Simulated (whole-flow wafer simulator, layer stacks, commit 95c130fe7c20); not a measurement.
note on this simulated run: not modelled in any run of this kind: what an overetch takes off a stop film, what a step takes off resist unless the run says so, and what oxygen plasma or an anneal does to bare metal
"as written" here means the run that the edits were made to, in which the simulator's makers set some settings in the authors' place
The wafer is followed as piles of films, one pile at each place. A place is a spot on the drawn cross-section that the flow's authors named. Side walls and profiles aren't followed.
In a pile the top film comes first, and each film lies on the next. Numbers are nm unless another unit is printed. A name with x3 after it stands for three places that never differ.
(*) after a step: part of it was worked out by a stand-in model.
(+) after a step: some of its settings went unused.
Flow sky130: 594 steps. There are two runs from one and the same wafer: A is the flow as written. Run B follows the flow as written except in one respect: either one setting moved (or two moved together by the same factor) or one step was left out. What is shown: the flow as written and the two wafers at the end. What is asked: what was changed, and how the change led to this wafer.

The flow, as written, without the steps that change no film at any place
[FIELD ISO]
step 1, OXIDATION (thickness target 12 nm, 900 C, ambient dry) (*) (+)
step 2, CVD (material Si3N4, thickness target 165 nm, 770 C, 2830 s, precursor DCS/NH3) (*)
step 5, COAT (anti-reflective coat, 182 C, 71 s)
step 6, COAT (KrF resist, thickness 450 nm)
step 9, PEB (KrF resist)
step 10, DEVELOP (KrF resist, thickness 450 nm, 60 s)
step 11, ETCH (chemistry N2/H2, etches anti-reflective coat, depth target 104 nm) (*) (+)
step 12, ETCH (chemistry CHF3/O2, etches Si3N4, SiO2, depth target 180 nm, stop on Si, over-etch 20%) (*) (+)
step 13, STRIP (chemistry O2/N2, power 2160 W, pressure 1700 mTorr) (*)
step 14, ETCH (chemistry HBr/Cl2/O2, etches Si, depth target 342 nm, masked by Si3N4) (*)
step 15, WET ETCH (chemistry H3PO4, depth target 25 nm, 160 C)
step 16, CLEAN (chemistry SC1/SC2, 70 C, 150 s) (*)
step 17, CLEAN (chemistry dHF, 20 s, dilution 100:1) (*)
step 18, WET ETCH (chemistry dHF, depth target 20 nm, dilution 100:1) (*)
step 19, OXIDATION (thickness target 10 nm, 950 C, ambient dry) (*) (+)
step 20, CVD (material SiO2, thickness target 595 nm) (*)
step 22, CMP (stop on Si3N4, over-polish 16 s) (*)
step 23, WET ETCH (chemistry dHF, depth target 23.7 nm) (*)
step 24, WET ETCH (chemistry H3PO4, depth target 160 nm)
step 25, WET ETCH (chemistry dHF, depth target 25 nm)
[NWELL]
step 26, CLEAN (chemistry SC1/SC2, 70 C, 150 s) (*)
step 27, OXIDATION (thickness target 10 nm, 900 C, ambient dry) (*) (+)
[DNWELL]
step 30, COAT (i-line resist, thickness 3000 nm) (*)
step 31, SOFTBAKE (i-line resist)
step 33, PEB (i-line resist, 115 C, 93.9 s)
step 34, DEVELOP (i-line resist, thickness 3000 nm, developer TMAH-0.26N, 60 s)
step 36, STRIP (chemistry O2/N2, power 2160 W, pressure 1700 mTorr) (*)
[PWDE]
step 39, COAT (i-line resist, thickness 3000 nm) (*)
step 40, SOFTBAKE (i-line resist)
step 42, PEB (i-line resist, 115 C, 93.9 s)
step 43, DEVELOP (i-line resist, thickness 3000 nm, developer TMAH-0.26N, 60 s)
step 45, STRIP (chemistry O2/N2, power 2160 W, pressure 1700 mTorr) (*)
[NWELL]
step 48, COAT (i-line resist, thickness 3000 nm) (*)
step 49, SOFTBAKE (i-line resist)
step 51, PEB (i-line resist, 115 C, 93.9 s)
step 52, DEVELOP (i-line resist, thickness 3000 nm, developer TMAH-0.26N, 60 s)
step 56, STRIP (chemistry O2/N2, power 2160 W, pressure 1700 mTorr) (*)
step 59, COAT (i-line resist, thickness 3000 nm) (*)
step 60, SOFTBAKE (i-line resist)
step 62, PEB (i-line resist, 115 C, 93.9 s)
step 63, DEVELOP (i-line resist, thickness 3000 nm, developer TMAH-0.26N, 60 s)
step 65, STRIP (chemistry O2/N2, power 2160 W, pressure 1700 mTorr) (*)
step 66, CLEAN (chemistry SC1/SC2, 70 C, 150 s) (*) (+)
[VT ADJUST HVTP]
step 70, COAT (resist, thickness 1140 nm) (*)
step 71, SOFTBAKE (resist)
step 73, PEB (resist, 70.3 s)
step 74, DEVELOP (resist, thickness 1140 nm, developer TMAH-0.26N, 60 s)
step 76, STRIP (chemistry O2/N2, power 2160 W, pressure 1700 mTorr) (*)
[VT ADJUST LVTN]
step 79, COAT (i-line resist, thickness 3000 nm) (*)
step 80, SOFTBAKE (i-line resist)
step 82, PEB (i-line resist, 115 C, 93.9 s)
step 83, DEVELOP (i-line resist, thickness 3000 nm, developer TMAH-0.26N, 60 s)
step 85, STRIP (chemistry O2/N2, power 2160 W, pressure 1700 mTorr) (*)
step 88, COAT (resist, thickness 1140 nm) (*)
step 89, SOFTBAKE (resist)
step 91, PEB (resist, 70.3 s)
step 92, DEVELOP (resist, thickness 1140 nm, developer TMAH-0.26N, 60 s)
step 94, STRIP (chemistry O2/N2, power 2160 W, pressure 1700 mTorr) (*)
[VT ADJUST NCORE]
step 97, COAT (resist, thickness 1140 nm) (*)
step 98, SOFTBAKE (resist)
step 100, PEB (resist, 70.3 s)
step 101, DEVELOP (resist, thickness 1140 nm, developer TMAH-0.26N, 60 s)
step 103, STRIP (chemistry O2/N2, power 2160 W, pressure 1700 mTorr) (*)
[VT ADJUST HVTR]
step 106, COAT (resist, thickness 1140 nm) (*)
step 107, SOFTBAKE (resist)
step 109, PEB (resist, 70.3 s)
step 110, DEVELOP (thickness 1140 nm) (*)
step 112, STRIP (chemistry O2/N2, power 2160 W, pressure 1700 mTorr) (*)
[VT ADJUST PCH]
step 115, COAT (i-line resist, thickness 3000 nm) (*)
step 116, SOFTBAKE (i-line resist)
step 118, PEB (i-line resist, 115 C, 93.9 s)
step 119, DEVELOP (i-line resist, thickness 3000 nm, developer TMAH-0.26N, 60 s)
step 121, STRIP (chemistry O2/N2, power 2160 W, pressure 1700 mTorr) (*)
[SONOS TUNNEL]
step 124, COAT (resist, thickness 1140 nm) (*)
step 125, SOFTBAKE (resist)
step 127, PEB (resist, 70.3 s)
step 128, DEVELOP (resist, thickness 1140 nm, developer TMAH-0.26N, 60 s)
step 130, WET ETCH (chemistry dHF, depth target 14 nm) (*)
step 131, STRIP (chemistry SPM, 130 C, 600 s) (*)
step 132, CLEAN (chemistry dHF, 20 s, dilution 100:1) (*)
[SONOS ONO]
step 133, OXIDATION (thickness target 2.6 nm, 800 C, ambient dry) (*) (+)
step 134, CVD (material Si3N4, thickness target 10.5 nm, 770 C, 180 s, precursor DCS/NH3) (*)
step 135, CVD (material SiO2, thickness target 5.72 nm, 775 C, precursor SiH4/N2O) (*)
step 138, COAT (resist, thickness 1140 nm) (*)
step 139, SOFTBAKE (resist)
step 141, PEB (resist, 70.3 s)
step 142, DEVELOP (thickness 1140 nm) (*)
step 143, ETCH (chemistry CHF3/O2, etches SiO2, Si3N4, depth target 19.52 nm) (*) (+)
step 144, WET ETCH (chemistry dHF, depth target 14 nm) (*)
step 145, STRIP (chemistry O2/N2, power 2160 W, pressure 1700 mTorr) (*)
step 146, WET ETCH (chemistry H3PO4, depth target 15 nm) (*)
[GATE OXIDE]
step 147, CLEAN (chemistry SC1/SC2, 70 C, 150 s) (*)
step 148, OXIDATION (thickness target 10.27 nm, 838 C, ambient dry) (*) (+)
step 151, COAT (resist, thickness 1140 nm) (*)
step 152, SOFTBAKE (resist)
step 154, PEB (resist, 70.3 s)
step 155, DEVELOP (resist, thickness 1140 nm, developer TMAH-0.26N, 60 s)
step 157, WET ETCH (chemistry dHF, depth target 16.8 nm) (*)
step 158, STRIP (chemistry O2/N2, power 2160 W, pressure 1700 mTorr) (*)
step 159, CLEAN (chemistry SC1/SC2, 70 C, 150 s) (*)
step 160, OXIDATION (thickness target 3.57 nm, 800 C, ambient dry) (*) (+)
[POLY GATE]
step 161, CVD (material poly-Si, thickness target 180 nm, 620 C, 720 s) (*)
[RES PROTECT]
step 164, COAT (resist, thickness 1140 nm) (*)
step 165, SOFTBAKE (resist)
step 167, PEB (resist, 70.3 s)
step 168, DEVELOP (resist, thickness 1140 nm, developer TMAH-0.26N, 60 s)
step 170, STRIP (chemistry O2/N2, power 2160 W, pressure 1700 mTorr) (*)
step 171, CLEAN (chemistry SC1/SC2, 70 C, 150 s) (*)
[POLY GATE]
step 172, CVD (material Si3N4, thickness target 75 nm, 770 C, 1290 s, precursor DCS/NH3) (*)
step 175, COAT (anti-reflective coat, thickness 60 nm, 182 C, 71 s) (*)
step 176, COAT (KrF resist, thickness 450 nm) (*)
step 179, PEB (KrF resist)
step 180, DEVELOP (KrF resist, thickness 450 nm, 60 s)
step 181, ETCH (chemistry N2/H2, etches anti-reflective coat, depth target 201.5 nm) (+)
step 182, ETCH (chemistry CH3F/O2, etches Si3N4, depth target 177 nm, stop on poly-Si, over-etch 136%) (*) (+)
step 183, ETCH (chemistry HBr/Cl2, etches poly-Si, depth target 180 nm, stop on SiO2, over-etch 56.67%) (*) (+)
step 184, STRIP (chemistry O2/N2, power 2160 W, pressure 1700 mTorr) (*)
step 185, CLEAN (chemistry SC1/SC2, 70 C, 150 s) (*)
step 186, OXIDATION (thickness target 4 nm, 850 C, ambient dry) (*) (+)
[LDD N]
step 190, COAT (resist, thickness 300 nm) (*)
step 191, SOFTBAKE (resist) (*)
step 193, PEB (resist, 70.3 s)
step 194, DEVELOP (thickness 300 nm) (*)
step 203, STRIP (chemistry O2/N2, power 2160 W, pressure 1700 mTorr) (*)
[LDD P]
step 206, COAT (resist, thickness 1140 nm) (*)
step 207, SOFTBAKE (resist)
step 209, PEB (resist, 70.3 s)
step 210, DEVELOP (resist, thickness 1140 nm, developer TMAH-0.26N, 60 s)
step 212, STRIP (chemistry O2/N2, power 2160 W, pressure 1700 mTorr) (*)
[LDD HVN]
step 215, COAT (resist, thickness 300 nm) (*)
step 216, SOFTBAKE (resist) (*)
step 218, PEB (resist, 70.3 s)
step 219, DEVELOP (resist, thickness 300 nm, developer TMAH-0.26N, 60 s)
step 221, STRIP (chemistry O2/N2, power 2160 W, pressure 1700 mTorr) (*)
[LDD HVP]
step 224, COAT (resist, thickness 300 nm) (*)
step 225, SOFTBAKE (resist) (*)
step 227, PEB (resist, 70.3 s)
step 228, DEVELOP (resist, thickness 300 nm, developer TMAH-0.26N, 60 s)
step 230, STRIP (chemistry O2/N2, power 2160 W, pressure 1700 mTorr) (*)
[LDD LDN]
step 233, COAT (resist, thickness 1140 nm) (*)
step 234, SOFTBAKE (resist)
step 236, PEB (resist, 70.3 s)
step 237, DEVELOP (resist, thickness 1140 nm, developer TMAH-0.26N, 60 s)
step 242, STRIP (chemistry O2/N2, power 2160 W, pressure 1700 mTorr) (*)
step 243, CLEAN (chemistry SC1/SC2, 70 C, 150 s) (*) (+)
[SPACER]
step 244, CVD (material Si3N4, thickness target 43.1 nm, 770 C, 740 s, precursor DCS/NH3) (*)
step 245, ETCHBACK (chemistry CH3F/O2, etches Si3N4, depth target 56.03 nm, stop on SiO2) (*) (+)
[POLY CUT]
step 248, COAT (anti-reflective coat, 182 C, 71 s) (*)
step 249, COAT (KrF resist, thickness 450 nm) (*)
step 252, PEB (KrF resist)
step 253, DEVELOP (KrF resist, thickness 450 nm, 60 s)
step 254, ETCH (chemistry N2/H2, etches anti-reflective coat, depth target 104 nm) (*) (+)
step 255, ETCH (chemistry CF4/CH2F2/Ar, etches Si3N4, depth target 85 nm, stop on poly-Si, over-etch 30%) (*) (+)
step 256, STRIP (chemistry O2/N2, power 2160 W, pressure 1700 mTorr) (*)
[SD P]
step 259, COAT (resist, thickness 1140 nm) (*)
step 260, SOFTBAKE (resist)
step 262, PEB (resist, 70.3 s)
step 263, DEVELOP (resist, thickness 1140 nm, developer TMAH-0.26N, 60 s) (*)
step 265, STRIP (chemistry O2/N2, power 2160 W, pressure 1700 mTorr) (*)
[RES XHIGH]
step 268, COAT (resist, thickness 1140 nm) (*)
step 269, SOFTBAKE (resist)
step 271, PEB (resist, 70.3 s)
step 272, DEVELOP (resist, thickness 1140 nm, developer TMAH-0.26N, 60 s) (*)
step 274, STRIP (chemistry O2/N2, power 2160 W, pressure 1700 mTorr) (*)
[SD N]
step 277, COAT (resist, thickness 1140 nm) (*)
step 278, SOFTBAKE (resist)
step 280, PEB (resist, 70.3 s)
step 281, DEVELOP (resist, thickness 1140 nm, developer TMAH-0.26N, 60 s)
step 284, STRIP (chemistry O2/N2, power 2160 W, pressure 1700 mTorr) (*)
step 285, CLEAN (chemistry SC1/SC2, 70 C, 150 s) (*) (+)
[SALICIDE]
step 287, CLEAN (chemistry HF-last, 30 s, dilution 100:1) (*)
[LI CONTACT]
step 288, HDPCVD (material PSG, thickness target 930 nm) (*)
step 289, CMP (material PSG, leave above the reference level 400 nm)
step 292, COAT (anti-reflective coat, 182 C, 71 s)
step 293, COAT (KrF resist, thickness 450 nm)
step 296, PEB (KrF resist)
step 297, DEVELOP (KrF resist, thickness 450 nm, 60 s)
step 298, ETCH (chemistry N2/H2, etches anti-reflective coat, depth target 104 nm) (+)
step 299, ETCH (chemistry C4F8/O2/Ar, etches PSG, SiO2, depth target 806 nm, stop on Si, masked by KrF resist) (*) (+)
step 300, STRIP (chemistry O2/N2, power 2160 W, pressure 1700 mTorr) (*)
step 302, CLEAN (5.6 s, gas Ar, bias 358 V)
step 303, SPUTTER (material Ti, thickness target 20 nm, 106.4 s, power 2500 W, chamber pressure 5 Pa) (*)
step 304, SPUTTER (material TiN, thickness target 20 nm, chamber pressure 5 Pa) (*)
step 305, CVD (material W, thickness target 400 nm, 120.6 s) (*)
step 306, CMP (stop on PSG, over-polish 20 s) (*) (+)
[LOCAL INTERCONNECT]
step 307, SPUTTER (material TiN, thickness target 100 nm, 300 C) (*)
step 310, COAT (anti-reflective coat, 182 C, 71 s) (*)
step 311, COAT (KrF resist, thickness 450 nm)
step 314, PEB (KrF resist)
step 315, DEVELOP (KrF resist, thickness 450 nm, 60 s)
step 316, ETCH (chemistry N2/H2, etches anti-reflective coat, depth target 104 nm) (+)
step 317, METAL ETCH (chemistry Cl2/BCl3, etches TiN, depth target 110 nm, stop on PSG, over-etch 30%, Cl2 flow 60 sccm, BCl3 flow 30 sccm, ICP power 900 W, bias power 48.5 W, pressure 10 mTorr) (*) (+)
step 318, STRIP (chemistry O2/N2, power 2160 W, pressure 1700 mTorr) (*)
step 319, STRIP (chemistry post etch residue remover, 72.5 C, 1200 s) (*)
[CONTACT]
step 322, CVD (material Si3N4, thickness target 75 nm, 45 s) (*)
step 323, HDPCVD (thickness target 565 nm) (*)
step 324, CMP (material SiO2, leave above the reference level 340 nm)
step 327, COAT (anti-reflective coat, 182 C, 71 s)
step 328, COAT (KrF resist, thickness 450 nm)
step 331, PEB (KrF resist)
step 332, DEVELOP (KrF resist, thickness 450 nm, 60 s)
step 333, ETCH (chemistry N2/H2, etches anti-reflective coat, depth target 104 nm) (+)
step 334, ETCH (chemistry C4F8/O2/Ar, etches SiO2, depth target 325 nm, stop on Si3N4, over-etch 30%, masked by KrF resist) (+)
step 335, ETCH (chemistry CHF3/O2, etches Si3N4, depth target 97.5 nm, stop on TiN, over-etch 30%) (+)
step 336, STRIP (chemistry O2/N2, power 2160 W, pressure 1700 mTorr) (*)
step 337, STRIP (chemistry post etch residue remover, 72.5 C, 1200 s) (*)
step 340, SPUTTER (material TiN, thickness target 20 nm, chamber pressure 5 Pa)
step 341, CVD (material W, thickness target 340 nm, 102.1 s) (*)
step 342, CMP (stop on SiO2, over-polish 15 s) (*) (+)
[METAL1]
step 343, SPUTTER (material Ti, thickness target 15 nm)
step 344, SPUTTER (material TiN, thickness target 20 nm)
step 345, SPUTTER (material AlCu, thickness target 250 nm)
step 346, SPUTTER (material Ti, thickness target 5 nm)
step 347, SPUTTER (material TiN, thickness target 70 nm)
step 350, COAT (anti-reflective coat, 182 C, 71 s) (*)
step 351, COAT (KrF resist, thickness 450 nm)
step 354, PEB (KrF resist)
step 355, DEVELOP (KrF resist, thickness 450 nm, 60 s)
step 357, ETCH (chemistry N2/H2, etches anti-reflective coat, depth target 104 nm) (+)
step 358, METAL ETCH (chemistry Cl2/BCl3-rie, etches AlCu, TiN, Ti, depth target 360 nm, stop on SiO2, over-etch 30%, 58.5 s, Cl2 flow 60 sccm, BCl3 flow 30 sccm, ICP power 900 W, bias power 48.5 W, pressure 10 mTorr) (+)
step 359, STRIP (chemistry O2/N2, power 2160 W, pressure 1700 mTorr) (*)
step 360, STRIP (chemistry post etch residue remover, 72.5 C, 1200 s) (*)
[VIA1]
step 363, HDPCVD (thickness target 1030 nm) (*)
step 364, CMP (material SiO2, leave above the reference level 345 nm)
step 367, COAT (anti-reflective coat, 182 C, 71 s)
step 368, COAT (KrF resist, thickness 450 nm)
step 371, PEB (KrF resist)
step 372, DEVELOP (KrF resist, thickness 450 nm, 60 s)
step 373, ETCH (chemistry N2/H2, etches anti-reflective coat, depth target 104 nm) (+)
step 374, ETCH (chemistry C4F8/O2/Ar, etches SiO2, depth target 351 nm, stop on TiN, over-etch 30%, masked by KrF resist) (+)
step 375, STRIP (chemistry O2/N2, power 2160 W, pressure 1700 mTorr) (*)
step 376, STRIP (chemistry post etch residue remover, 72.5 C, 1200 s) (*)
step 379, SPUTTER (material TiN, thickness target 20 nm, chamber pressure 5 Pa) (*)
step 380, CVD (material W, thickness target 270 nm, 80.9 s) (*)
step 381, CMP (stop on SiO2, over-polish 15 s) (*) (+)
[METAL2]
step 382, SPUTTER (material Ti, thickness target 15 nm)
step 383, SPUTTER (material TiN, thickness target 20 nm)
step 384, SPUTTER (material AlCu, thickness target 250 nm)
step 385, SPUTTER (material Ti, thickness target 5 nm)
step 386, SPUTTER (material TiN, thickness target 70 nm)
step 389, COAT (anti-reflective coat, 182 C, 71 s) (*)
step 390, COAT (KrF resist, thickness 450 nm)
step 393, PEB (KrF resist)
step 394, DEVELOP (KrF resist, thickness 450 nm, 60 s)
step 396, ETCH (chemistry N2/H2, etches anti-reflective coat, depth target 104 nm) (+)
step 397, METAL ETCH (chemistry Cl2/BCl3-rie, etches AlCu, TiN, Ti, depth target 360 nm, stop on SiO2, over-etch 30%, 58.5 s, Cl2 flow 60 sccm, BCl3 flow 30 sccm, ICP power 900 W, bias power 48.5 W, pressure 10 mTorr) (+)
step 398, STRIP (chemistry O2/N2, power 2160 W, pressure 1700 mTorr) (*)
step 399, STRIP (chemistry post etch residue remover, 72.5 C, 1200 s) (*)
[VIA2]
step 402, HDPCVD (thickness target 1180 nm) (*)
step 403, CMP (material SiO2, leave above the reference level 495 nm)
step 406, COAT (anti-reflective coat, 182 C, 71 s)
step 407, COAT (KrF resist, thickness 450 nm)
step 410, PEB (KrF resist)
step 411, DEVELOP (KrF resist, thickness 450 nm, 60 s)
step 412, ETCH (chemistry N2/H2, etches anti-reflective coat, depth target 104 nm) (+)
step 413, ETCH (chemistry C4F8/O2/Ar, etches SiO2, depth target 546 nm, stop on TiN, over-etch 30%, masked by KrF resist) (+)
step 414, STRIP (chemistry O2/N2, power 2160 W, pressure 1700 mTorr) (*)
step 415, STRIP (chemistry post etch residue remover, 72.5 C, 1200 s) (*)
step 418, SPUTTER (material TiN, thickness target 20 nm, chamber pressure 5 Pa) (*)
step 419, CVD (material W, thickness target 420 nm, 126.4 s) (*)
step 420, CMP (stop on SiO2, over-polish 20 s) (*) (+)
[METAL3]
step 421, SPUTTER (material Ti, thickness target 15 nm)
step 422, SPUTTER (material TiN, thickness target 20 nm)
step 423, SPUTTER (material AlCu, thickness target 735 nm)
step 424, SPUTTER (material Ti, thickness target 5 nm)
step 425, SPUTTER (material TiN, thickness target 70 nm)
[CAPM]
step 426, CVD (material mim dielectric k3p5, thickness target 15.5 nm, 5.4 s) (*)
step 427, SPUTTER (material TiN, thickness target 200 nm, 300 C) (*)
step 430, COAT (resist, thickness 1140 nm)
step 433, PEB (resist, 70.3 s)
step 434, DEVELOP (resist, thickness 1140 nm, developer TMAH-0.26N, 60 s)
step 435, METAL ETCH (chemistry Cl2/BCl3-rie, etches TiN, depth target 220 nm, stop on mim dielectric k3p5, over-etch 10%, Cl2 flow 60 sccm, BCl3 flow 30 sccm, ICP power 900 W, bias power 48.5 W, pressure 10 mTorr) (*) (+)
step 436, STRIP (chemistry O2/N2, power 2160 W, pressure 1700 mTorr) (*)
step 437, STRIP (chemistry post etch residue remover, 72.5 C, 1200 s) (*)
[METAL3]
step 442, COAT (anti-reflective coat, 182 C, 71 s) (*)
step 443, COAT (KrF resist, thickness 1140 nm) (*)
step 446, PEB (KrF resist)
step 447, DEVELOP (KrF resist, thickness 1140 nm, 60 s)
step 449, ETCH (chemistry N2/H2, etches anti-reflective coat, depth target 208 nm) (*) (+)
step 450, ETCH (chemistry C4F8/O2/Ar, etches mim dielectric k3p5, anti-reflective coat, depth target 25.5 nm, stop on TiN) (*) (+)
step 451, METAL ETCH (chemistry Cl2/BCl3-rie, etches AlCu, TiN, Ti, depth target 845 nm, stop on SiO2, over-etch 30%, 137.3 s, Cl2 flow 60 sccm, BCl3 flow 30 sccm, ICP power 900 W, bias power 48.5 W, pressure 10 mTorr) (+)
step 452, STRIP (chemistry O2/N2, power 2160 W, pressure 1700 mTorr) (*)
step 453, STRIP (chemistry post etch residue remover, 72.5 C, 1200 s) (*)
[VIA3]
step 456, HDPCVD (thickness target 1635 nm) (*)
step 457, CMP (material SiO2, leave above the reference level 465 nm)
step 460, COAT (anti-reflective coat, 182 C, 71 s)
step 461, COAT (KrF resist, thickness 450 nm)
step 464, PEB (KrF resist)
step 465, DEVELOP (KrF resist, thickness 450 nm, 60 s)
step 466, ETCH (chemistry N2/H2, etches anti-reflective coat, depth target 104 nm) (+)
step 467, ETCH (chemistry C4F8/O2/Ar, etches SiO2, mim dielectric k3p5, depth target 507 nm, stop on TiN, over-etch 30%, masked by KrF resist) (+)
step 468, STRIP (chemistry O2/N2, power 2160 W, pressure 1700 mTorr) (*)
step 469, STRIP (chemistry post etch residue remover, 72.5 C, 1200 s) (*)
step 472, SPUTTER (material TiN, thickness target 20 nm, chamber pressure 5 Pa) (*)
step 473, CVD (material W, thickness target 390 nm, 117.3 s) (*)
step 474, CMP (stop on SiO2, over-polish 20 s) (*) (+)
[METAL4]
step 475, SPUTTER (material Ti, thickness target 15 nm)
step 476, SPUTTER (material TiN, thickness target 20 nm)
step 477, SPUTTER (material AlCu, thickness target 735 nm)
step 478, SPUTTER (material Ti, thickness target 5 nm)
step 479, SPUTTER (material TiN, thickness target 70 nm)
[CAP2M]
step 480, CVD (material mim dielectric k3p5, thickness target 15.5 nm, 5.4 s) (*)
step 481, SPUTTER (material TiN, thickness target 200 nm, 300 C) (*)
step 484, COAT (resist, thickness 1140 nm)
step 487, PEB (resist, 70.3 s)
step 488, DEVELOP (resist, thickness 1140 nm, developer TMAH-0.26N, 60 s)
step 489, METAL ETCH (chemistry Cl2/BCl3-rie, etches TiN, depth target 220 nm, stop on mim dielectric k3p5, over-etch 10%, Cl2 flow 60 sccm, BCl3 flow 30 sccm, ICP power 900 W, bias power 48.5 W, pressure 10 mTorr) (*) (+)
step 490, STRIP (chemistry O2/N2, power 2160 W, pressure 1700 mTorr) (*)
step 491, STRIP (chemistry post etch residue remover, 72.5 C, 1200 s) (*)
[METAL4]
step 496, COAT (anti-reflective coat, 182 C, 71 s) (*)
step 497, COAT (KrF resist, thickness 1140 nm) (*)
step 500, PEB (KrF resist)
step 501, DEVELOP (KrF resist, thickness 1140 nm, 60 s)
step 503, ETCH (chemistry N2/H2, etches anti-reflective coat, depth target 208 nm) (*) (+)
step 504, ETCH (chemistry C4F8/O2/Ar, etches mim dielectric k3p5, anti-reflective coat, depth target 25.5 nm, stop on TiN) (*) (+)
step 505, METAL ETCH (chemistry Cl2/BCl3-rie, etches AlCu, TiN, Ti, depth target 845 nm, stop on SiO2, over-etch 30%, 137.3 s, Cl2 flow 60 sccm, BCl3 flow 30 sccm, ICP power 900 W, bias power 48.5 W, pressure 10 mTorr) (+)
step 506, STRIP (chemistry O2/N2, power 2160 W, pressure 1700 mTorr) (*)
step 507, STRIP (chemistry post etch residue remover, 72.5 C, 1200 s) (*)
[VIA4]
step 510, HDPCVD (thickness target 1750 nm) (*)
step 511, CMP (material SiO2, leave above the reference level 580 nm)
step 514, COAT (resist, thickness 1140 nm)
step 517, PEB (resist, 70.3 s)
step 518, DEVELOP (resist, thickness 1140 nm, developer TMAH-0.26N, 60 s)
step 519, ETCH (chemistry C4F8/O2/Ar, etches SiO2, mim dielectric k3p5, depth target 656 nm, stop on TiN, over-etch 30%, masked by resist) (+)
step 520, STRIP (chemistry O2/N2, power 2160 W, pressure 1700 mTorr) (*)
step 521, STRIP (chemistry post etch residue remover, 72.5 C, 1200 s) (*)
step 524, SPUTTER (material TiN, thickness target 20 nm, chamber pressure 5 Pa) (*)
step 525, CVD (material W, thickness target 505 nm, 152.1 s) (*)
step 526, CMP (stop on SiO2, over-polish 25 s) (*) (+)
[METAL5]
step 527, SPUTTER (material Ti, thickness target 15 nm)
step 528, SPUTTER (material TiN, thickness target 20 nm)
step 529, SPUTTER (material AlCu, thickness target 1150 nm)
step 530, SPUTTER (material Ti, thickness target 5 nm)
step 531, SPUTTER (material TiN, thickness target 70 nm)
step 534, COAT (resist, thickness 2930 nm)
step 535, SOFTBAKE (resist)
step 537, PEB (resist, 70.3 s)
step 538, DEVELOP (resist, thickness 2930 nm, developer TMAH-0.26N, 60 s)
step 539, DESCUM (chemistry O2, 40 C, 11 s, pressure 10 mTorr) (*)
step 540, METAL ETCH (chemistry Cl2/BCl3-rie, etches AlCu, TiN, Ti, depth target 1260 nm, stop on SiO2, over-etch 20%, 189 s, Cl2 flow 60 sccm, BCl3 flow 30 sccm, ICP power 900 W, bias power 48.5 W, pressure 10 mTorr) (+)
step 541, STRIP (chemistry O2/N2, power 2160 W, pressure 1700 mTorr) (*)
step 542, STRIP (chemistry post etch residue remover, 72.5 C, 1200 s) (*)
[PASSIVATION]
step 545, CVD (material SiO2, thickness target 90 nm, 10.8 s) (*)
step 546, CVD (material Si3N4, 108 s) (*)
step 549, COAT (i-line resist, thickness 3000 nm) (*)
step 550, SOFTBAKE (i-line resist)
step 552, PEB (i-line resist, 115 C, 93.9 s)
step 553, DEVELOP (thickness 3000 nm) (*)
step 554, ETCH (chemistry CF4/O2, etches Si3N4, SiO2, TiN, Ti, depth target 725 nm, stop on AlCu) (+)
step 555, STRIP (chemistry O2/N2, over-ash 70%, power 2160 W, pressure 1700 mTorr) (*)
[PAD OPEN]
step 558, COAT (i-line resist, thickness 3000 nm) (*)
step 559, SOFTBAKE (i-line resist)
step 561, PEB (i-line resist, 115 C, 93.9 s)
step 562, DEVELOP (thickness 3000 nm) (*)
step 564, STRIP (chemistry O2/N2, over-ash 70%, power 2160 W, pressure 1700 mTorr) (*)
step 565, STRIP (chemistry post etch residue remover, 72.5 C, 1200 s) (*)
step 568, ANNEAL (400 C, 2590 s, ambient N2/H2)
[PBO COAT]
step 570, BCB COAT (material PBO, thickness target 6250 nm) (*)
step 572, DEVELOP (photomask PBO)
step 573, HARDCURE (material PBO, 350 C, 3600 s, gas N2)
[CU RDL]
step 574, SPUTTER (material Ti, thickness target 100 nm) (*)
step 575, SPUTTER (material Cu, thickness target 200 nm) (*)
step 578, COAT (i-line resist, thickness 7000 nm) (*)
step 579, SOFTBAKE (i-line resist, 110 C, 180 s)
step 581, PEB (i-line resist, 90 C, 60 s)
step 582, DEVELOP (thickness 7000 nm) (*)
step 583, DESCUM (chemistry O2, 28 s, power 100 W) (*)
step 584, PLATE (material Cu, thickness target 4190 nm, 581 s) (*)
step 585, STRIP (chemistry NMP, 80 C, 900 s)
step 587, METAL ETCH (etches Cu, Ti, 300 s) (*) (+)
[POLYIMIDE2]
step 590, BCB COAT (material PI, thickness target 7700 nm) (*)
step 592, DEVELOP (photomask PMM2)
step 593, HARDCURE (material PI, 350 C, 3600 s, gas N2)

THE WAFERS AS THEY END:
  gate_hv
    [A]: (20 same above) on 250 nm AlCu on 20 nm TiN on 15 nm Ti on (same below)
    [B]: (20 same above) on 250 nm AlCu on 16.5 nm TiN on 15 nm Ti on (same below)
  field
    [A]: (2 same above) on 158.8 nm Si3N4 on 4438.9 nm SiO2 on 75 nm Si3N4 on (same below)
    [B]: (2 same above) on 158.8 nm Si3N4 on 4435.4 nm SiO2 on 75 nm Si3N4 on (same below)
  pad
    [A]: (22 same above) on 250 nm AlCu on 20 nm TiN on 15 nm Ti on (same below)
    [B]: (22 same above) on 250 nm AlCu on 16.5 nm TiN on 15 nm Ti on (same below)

What caused this: step 383, SPUTTER: thickness target 16.5 nm was run, though the flow has thickness target 20 nm.
The wafer itself shows it: gate_hv has TiN 16.5, and step 383 as written asks for 20 nm.

Step by step, how the change led to this:
  step 383, SPUTTER (material TiN, thickness target 20 nm)
      field, active, n_well and 188 more: A +20 TiN (new film) | B +16.5 TiN (new film)
  step 397, METAL ETCH (chemistry Cl2/BCl3-rie, etches AlCu, TiN, Ti, depth target 360 nm, stop on SiO2, over-etch 30%, 58.5 s, Cl2 flow 60 sccm, BCl3 flow 30 sccm, ICP power 900 W, bias power 48.5 W, pressure 10 mTorr) (+)
      field, active, gate and 82 more: A -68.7 TiN (all of it), -5 Ti (all of it), -250 AlCu (all of it), -20 TiN (all of it), -15 Ti (all of it), -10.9 SiO2 | B -68.7 TiN (all of it), -5 Ti (all of it), -250 AlCu (all of it), -16.5 TiN (all of it), -15 Ti (all of it), -11.3 SiO2
